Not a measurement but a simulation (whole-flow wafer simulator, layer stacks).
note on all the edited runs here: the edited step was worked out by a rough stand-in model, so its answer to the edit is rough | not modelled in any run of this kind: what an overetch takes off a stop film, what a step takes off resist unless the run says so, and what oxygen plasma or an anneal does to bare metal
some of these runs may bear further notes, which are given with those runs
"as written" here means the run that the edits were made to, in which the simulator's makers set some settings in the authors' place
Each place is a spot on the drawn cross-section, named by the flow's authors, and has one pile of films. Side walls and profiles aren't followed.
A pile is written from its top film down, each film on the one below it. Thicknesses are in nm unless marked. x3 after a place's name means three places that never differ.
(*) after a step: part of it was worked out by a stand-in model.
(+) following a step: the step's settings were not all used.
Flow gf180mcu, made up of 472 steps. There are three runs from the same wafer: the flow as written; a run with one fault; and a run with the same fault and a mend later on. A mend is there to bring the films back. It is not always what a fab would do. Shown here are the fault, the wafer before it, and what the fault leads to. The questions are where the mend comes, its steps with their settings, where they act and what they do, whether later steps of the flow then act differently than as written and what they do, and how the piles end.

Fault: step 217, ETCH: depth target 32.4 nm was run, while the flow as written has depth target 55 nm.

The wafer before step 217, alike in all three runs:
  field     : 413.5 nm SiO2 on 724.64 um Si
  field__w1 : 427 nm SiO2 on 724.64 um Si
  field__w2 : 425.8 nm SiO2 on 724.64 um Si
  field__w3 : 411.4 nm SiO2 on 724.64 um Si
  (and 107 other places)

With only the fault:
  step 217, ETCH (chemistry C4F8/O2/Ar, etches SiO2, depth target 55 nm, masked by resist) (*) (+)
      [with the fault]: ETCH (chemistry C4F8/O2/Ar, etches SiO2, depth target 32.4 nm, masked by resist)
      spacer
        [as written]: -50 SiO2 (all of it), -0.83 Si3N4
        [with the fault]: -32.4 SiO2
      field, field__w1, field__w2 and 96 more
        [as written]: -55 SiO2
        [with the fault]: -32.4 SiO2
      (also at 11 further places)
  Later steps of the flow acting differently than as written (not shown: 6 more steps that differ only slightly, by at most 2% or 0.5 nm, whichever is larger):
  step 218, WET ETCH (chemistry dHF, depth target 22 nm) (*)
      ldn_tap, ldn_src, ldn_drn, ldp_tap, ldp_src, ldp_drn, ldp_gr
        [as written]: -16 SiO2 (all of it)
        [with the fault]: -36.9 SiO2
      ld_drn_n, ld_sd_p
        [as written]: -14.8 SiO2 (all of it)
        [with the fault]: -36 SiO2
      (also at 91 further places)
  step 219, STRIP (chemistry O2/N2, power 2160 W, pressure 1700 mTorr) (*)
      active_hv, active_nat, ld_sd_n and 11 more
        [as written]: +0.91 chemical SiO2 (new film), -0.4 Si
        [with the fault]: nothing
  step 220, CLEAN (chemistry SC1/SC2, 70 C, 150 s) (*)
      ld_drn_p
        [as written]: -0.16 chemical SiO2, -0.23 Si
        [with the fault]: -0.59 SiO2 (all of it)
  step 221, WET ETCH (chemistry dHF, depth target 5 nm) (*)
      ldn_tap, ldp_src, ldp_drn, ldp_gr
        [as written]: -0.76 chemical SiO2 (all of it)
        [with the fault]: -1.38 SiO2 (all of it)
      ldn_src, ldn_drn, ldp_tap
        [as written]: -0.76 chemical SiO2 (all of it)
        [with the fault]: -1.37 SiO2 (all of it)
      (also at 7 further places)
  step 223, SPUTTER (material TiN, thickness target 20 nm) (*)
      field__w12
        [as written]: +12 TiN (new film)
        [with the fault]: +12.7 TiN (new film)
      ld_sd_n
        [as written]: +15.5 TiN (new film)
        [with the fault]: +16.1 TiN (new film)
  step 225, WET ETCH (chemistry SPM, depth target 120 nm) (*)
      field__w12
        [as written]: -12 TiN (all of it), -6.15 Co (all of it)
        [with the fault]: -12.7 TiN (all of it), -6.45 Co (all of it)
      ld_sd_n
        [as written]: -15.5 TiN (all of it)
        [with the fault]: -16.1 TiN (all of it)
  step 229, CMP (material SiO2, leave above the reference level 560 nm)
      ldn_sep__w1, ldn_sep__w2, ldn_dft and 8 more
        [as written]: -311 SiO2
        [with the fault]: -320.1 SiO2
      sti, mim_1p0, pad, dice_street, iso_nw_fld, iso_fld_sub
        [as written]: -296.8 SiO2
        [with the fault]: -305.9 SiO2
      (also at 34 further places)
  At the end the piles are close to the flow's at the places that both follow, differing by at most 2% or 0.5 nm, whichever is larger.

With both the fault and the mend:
  After step 217 comes the mend.
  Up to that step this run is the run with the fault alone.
  step 217a, ETCH (chemistry C4F8/O2/Ar, etches SiO2, depth target 22.6 nm, masked by resist) (*) (+) (the flow's step 217 again, with other settings)
      field, field__w1, field__w2 and 96 more
        -22.6 SiO2
      field__w5, field__w9, field__w13 and 8 more
        -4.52 resist
      spacer
        -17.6 SiO2 (all of it), -0.83 Si3N4
  None of the later steps of the flow differs from how it acts as written, at any place that is followed, by more than 2% or 0.5 nm, whichever is larger.
  At the end the piles are close to the flow's at the places that both follow, differing by at most 2% or 0.5 nm, whichever is larger.
